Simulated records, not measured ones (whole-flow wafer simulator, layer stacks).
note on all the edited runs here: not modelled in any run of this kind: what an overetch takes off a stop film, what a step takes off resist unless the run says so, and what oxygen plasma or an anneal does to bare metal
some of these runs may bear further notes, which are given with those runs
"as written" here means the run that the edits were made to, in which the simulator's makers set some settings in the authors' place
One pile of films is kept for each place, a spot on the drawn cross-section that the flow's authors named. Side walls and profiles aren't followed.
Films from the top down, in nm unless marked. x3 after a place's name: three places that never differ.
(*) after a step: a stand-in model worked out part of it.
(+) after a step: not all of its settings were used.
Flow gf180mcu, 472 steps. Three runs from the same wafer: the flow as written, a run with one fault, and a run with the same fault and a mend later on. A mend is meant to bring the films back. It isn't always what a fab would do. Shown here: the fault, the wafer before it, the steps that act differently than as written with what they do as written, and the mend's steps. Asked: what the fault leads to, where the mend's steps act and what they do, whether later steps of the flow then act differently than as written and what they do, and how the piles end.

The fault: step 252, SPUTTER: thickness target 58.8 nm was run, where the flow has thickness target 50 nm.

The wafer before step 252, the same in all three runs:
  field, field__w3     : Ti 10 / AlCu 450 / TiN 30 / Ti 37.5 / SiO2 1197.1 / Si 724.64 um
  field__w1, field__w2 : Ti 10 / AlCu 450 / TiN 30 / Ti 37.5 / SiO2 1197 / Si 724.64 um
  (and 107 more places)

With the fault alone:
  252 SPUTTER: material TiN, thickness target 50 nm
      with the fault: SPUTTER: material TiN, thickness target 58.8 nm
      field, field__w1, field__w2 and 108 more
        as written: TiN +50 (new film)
        with the fault: TiN +58.8 (new film)
  Later steps of the flow that act differently than as written (6 more steps differ only slightly, by at most 2% or 0.5 nm, whichever is larger, and aren't shown):
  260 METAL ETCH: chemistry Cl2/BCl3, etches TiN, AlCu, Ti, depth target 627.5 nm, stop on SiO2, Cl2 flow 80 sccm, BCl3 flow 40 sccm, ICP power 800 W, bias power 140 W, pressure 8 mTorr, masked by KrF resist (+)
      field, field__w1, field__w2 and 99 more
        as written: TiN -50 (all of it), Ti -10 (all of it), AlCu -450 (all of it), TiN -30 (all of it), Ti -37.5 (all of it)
        with the fault: TiN -58.8 (all of it), Ti -10 (all of it), AlCu -450 (all of it), TiN -30 (all of it), Ti -37.5 (all of it)
  At the end the piles differ from the flow's by more than 2% or 0.5 nm, whichever is larger, at field__w8, contact, m1 and 6 more.
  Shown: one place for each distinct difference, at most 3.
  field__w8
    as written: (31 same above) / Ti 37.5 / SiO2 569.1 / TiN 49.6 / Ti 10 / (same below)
    with the fault: (31 same above) / Ti 37.5 / SiO2 560.3 / TiN 58.4 / Ti 10 / (same below)
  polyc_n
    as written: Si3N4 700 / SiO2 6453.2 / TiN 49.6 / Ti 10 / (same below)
    with the fault: Si3N4 700 / SiO2 6444.4 / TiN 58.4 / Ti 10 / (same below)
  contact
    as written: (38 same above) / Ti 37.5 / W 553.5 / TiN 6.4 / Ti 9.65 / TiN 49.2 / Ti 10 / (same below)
    with the fault: (38 same above) / Ti 37.5 / W 544.6 / TiN 6.44 / Ti 9.7 / TiN 58 / Ti 10 / (same below)

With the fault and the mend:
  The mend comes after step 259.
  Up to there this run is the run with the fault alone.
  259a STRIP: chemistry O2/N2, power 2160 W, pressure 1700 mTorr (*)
      field__w8, contact, m1 and 6 more
        KrF resist -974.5 (all of it)
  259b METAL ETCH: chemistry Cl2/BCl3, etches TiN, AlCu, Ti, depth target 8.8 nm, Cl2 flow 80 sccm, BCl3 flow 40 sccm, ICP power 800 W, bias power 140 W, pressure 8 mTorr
      field, field__w1, field__w2 and 108 more
        TiN -8.8
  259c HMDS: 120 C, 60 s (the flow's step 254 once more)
      changes no film at any place that is followed
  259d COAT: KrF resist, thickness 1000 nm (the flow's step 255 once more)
      field, field__w1, field__w2 and 108 more
        KrF resist +1000 (new film)
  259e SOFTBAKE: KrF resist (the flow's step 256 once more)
      changes no film at any place that is followed
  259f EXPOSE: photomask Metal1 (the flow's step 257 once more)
      changes no film at any place that is followed
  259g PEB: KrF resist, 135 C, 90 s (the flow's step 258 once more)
      field, field__w1, field__w2 and 108 more
        KrF resist -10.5
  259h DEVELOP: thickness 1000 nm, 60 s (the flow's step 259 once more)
      field, field__w1, field__w2 and 99 more
        KrF resist -989.5 (all of it)
      field__w8, contact, m1 and 6 more
        KrF resist -14.9
  No later step of the flow acts differently than as written at any place that is followed.
  At the end the piles are the same as the flow's at every place that both follow.
